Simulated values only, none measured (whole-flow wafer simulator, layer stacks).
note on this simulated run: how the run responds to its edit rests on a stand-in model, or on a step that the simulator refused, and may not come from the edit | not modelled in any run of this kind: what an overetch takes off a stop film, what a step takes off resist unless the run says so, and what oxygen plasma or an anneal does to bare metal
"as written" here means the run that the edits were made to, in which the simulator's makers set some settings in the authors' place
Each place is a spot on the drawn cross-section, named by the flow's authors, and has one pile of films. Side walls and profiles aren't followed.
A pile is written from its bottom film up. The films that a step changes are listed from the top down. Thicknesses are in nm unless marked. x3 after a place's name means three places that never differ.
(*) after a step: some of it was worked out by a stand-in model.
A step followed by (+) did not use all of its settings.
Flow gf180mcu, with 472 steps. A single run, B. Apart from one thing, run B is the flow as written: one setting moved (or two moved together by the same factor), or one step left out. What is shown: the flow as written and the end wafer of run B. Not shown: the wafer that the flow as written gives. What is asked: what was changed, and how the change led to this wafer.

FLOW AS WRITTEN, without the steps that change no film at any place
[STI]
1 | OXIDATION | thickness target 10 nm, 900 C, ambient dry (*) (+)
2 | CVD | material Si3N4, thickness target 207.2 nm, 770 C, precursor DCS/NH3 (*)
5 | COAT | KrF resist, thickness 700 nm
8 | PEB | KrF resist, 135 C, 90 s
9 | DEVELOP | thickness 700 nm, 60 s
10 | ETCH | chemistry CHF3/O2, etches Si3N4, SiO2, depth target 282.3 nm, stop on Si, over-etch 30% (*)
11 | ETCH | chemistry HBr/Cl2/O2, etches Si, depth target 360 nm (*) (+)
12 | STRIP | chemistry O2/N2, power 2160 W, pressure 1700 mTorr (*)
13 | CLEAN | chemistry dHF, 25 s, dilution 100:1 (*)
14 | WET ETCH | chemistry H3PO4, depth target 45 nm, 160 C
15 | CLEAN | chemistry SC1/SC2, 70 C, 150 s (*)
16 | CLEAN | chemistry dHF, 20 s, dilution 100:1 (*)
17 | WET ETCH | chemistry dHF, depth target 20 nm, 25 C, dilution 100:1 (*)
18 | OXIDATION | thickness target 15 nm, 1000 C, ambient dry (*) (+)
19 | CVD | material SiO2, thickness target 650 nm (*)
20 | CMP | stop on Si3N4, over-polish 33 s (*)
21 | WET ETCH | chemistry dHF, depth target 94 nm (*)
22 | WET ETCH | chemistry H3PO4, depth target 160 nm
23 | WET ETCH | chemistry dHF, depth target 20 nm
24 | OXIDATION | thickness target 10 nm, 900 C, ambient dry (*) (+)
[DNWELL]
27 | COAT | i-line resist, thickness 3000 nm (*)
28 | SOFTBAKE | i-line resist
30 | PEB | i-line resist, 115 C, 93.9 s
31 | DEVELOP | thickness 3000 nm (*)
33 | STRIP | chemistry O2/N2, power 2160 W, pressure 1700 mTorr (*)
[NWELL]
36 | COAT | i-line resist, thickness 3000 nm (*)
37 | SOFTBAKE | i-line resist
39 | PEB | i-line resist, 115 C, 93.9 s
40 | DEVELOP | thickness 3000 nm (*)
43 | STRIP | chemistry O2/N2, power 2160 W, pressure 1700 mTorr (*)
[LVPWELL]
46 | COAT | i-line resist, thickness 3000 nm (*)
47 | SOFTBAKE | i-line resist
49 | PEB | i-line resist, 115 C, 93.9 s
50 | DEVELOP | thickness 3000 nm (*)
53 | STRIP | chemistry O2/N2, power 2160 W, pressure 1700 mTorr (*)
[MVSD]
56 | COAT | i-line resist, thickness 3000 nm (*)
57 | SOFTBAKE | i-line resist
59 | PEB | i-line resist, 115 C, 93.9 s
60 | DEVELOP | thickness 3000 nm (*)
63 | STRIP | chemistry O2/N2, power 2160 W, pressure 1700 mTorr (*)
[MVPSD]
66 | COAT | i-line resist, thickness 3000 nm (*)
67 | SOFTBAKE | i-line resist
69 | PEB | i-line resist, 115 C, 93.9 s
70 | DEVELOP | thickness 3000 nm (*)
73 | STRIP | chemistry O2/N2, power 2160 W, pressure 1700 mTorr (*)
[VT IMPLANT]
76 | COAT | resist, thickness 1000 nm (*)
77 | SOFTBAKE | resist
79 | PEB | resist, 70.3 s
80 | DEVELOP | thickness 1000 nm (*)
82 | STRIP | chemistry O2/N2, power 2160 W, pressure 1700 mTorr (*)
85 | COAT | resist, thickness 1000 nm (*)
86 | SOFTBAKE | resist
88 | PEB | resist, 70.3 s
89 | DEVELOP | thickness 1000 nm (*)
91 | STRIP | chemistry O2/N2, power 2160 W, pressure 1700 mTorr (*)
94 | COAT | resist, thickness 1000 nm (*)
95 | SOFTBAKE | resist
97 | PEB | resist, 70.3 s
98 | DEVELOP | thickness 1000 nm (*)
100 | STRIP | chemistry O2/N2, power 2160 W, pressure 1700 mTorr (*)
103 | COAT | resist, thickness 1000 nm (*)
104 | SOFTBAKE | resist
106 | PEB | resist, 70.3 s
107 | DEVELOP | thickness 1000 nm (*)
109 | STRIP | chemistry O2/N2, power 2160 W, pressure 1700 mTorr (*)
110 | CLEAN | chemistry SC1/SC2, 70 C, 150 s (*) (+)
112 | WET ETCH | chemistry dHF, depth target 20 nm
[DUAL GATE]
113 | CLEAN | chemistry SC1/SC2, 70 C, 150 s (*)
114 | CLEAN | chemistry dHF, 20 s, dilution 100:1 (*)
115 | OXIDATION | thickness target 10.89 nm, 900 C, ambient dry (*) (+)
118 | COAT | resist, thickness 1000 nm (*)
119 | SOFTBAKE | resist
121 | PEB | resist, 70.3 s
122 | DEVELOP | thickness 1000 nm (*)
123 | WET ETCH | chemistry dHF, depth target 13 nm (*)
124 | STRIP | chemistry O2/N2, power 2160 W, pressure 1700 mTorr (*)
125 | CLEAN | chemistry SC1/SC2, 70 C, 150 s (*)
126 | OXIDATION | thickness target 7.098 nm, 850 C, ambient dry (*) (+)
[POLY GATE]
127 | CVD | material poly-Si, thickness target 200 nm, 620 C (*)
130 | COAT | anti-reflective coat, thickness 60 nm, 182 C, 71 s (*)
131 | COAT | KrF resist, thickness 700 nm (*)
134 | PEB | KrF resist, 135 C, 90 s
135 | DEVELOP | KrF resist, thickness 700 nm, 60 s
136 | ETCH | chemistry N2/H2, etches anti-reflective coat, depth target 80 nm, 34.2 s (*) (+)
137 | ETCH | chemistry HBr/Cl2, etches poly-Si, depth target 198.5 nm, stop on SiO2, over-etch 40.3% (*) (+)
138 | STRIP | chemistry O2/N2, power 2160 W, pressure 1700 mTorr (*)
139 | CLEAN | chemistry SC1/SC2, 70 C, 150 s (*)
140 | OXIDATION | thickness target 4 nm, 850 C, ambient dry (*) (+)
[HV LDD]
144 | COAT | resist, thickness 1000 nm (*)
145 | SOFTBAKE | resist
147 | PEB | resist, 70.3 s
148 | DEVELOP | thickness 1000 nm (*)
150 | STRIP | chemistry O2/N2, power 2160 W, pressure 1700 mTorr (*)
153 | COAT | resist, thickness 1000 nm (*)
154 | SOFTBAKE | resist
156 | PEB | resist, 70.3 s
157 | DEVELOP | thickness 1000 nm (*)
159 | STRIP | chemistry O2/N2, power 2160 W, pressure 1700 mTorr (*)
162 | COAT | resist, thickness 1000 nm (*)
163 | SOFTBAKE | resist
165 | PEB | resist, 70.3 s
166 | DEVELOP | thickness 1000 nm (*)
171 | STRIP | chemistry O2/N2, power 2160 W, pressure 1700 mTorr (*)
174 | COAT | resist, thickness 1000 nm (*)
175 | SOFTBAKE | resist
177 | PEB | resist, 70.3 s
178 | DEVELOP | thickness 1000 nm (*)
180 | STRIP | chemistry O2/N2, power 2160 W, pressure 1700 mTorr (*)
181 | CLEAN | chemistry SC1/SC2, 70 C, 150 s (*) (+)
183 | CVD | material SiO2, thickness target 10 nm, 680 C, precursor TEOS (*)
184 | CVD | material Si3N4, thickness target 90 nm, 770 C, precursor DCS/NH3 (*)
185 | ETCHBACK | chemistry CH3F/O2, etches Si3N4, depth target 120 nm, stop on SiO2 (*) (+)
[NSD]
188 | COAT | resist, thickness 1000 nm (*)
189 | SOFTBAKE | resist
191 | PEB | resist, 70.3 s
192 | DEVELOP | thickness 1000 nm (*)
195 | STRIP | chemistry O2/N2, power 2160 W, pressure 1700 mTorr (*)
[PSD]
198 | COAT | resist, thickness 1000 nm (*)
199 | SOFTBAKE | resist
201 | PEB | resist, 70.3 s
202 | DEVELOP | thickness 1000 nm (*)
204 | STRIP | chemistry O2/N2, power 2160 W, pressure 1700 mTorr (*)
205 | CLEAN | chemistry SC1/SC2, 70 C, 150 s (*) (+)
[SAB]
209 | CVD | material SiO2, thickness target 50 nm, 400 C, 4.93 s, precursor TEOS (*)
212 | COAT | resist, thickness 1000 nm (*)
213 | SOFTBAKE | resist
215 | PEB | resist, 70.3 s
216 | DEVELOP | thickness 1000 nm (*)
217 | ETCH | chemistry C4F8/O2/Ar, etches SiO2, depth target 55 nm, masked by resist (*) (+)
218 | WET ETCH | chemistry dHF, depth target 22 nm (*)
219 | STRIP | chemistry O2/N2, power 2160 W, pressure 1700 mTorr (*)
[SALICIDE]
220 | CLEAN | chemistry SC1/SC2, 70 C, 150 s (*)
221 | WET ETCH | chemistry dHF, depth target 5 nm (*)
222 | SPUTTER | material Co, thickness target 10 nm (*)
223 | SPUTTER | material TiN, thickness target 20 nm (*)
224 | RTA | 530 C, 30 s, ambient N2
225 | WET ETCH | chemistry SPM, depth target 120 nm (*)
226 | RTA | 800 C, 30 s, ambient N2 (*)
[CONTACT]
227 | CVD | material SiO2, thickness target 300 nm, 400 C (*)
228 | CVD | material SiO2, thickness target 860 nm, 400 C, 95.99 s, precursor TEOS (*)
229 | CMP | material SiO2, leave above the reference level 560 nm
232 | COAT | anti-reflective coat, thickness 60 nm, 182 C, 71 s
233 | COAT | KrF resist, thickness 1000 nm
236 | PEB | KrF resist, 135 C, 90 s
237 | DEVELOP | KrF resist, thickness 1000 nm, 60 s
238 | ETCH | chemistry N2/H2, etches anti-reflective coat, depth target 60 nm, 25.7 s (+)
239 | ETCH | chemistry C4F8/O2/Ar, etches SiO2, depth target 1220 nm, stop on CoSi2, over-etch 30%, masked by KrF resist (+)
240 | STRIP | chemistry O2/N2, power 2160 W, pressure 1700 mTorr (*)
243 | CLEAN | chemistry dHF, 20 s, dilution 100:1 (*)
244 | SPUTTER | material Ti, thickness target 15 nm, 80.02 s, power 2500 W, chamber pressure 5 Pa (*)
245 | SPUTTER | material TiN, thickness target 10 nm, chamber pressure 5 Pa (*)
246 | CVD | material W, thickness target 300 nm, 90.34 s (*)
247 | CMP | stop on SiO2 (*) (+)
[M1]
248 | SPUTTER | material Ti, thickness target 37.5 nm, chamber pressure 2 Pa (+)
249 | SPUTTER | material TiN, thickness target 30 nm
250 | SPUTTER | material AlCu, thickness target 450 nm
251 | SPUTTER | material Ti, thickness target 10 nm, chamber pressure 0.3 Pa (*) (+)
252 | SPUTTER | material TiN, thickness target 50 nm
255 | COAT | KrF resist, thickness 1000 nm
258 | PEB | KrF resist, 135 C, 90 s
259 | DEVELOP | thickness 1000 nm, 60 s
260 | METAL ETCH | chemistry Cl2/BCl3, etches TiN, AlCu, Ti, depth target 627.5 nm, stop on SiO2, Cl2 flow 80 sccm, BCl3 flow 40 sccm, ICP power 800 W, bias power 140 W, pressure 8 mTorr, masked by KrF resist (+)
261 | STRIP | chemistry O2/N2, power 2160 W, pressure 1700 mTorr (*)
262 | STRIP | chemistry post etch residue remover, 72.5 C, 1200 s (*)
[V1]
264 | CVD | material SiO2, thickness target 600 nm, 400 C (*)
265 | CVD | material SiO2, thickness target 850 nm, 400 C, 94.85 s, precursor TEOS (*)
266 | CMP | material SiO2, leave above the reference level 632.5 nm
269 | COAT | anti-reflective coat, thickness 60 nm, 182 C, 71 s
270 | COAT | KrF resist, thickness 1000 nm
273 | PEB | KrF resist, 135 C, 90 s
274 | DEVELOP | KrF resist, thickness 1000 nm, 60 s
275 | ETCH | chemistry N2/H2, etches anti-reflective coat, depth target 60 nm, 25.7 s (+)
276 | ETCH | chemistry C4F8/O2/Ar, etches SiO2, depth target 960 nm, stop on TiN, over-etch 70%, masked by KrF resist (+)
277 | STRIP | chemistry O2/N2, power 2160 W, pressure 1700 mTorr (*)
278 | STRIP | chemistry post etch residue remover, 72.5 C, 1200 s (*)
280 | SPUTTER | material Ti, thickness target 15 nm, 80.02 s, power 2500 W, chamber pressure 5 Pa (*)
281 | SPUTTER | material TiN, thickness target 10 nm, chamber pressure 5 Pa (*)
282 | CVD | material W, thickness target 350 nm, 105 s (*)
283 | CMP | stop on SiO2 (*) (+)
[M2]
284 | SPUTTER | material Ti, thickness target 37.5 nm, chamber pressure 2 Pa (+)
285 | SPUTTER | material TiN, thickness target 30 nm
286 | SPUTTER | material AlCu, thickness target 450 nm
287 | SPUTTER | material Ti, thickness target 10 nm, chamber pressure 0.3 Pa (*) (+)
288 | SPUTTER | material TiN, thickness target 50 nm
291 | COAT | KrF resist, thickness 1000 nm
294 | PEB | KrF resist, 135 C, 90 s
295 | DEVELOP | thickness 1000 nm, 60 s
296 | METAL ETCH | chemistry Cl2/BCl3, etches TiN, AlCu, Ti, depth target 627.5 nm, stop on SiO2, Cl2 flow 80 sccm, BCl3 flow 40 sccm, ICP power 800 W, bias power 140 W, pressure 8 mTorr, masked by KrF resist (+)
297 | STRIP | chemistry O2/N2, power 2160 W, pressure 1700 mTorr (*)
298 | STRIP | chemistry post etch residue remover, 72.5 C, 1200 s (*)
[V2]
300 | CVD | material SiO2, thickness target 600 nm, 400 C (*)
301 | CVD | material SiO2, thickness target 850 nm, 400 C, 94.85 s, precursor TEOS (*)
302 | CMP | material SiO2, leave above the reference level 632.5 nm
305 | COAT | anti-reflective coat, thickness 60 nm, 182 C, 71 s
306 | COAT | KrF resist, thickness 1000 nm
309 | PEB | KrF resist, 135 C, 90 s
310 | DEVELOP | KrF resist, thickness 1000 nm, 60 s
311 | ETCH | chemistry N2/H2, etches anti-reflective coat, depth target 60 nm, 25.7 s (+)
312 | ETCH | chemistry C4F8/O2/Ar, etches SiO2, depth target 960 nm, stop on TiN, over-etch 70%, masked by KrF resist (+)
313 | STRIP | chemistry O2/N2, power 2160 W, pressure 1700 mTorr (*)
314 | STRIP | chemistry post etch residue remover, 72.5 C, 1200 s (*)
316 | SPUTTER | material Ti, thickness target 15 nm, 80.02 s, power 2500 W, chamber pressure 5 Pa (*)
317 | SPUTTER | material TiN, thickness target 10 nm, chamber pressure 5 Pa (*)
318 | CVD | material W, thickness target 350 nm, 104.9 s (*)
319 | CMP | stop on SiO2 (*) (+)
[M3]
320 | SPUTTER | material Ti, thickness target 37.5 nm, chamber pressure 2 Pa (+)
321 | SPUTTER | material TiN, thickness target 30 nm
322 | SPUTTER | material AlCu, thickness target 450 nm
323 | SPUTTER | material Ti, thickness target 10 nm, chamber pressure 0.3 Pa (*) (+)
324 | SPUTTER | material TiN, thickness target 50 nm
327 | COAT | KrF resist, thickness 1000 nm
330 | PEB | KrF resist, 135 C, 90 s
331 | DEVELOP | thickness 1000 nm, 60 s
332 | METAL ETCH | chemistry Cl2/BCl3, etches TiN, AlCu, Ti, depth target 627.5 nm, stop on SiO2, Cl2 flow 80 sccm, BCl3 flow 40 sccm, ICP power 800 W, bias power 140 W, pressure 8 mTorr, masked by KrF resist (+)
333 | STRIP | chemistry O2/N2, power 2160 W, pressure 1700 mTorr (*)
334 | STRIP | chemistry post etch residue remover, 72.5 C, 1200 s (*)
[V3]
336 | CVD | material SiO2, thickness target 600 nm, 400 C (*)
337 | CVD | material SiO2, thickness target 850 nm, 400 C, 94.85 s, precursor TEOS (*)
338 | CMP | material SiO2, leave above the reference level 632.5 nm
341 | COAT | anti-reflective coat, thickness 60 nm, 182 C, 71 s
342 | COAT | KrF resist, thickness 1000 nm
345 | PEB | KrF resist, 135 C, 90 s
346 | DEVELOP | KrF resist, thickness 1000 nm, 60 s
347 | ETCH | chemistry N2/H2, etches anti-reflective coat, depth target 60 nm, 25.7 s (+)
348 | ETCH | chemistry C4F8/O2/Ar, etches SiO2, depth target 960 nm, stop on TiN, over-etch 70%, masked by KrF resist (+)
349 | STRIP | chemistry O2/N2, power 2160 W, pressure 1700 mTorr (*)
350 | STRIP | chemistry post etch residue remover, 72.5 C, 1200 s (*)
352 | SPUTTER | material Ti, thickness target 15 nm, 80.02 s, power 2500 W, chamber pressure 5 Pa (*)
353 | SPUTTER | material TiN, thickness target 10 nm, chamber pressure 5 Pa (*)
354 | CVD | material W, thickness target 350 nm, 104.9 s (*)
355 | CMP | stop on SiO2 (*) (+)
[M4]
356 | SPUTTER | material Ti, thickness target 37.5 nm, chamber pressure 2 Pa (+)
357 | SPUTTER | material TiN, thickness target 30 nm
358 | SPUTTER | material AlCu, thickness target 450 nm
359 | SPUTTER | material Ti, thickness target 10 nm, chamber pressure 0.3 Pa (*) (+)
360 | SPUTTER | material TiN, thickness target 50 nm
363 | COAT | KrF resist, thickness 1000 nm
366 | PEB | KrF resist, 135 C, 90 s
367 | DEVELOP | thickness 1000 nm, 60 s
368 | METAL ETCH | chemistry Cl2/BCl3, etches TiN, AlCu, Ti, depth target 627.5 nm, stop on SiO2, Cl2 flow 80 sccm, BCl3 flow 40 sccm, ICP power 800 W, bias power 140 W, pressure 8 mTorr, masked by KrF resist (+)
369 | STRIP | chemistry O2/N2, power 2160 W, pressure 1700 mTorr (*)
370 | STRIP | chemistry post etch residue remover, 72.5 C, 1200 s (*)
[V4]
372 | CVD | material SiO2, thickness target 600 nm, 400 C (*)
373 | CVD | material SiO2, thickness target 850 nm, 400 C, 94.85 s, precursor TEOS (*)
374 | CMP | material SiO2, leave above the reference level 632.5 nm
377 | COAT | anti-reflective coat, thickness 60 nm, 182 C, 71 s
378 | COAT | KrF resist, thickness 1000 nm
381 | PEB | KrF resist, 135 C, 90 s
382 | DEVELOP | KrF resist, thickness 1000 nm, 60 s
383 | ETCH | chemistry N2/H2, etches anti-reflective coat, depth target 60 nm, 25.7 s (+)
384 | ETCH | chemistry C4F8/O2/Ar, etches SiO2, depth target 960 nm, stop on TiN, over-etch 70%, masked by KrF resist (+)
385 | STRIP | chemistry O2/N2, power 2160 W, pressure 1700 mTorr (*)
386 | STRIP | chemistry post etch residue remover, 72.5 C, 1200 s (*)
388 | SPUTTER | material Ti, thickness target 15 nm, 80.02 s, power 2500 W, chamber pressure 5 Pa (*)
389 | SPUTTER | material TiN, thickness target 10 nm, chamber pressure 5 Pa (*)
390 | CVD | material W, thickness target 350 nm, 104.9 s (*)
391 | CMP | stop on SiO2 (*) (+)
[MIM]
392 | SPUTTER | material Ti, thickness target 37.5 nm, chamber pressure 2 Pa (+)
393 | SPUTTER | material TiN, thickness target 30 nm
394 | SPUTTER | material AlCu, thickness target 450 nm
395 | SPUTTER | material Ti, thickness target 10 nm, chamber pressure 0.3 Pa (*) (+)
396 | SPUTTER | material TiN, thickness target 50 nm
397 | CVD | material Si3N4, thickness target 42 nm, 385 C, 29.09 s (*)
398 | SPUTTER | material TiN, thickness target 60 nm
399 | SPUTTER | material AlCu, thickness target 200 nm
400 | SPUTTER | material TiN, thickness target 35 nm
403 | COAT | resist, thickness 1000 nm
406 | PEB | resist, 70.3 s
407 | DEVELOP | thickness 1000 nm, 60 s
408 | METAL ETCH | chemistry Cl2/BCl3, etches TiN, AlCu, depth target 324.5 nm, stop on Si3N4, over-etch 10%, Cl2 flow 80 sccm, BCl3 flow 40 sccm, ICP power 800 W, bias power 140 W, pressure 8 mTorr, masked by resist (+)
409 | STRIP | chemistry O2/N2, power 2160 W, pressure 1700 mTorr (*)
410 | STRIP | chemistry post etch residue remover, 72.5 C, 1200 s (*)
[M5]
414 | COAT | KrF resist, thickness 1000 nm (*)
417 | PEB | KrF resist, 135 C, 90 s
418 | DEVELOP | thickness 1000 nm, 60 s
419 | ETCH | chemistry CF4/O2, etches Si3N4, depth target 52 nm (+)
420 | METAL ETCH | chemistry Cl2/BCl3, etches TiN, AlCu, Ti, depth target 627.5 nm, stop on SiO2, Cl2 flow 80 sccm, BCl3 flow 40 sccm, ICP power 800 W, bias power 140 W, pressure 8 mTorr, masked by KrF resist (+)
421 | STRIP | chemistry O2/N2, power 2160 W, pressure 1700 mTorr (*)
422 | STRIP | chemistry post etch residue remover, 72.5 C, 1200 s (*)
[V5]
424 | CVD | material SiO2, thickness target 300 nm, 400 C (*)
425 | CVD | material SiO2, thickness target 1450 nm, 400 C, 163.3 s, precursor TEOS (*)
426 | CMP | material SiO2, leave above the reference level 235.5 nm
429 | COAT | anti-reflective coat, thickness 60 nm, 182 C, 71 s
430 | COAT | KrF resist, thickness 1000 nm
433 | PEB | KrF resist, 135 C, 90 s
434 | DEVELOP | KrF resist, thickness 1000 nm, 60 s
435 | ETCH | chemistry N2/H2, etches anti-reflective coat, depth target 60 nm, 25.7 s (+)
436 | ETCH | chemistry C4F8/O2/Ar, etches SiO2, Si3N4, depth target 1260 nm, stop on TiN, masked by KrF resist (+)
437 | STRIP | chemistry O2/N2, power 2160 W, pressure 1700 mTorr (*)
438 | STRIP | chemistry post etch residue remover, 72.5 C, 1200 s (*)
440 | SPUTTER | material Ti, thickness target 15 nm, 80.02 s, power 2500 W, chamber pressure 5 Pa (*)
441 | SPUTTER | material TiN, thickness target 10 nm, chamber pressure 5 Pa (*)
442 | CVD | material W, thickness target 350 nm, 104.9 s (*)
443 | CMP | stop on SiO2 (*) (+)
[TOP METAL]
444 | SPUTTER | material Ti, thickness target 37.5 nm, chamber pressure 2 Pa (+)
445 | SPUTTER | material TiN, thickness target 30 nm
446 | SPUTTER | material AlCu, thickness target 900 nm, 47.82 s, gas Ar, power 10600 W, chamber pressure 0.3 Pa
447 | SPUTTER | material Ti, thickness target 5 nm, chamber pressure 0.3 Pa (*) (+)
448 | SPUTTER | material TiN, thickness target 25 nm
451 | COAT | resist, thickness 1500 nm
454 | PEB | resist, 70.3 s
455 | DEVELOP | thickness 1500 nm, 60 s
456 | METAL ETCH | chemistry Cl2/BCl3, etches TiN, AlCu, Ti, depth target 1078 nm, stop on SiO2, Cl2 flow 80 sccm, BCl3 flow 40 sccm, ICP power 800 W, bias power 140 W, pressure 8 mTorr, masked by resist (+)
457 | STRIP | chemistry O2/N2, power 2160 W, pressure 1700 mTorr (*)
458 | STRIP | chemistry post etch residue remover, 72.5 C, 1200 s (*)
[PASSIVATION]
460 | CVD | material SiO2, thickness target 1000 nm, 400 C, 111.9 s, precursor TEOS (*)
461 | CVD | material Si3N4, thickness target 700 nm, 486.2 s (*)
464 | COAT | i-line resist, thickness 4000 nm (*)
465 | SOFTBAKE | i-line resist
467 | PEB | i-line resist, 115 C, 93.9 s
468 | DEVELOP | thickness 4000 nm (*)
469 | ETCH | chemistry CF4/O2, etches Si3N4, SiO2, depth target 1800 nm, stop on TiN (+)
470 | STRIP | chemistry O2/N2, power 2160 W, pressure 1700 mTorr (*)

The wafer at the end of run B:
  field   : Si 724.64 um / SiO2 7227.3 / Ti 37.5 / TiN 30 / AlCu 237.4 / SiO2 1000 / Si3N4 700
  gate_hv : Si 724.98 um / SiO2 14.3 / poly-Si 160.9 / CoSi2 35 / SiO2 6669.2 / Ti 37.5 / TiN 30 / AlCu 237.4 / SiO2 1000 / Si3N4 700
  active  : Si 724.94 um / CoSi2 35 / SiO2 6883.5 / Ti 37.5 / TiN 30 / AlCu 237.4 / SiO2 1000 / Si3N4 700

Cause: step 446, SPUTTER: 68.14 s was run, whereas the flow has 47.82 s.

Step by step, how the change led to this:
  446 | SPUTTER | material AlCu, thickness target 900 nm, 47.82 s, gas Ar, power 10600 W, chamber pressure 0.3 Pa
      field, field__w1, field__w2 and 109 more: +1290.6 AlCu (new film) (as written it would have been: +900 AlCu (new film))
  456 | METAL ETCH | chemistry Cl2/BCl3, etches TiN, AlCu, Ti, depth target 1078 nm, stop on SiO2, Cl2 flow 80 sccm, BCl3 flow 40 sccm, ICP power 800 W, bias power 140 W, pressure 8 mTorr, masked by resist (+)
      field, field__w1, field__w2 and 103 more: -25 TiN (all of it), -5 Ti (all of it), -1047.5 AlCu (as written it would have been: -25 TiN (all of it), -5 Ti (all of it), -900 AlCu (all of it), -30 TiN (all of it), -37.5 Ti (all of it))
  458 | STRIP | chemistry post etch residue remover, 72.5 C, 1200 s (*)
      field, field__w1, field__w2 and 103 more: -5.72 AlCu (as written it would have been: nothing)
  460 | CVD | material SiO2, thickness target 1000 nm, 400 C, 111.9 s, precursor TEOS (*)
      field, field__w1, field__w2 and 103 more: +1000 SiO2 (new film) (as written it would have been: +1000 SiO2)
  464 | COAT | i-line resist, thickness 4000 nm (*)
      field__w8: +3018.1 i-line resist (new film) (as written it would have been: +3093.1 i-line resist (new film))
      contact: +3059.2 i-line resist (new film) (as written it would have been: +3153.6 i-line resist (new film))
      (also at 4 further places)
  465 | SOFTBAKE | i-line resist
      ld_acc_p, ld_fp_p, ld_drift_p: +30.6 i-line resist (as written it would have been: +33.8 i-line resist)
      field__w1: -16 i-line resist (as written it would have been: -14.6 i-line resist)
      (also at 56 further places)
  467 | PEB | i-line resist, 115 C, 93.9 s
      field__w8, m1__w1: -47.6 i-line resist (as written it would have been: -49.2 i-line resist)
      contact, m1: -47.9 i-line resist (as written it would have been: -49.6 i-line resist)
      (also at 2 further places)
  468 | DEVELOP | thickness 4000 nm (*)
      pad: -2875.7 i-line resist (all of it) (as written it would have been: -2960.4 i-line resist (all of it))
  470 | STRIP | chemistry O2/N2, power 2160 W, pressure 1700 mTorr (*)
      field__w8: -1694 i-line resist (all of it) (as written it would have been: -1775.9 i-line resist (all of it))
      contact: -1709.2 i-line resist (all of it) (as written it would have been: -1798.3 i-line resist (all of it))
      (also at 3 further places)
If metal films that touch count as one body, field has 1 body; the flow as written gives 0 bodies.
If metal films that touch count as one body, gate_hv has 2 bodies (between them, from the top down: SiO2 6669.2); the flow as written gives 1 body.
If metal films that touch count as one body, active has 2 bodies (between them, from the top down: SiO2 6883.5); the flow as written gives 1 body.
